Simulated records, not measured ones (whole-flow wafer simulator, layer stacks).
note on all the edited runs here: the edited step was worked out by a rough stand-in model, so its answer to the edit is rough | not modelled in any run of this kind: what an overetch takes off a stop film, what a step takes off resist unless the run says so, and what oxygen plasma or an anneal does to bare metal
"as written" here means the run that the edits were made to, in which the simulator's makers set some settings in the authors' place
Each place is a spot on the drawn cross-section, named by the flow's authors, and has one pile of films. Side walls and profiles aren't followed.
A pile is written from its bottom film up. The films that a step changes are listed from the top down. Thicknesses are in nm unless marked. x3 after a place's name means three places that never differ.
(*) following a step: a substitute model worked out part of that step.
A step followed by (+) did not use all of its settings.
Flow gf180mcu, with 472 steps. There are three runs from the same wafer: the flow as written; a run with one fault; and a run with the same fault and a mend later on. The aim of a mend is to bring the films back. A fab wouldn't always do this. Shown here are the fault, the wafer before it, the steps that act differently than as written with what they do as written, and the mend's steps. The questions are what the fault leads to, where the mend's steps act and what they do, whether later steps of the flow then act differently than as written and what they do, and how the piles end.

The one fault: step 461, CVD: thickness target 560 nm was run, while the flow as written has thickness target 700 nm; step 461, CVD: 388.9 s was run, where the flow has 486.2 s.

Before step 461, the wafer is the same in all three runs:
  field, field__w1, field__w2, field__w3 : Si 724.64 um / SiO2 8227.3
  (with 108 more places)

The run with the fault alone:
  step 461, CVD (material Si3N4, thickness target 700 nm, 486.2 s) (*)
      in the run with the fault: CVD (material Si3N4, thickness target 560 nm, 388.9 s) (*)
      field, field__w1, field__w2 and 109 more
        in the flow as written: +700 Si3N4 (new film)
        in the run with the fault: +560 Si3N4 (new film)
  Steps later in the flow that act otherwise than as written (not shown: 4 more steps that differ only slightly, by at most 2% or 0.5 nm, whichever is larger):
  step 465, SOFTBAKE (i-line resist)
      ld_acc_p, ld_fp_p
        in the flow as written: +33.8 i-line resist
        in the run with the fault: +33.1 i-line resist
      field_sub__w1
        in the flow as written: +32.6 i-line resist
        in the run with the fault: +31.9 i-line resist
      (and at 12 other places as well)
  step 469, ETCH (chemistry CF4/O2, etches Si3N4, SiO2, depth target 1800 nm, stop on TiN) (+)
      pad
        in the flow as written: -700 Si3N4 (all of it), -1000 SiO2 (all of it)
        in the run with the fault: -560 Si3N4 (all of it), -1000 SiO2 (all of it)
  By the end, the piles at field, field__w1, field__w2 and 108 more depart from the flow's by more than 2% or 0.5 nm, whichever is larger.
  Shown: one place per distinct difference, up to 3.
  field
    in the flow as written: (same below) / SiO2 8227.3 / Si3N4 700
    in the run with the fault: (same below) / SiO2 8227.3 / Si3N4 560
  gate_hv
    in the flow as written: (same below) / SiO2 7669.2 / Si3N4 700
    in the run with the fault: (same below) / SiO2 7669.2 / Si3N4 560
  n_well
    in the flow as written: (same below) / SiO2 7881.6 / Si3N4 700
    in the run with the fault: (same below) / SiO2 7881.6 / Si3N4 560

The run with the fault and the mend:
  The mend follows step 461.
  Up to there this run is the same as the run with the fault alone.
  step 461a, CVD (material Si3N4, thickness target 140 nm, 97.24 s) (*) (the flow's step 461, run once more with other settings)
      field, field__w1, field__w2 and 109 more
        +140.1 Si3N4
  Every later step of the flow that is run acts as written, at every place that is followed, to within 2% or 0.5 nm, whichever is larger.
  At the end the piles are close to the flow's at the places that both follow, differing by at most 2% or 0.5 nm, whichever is larger.
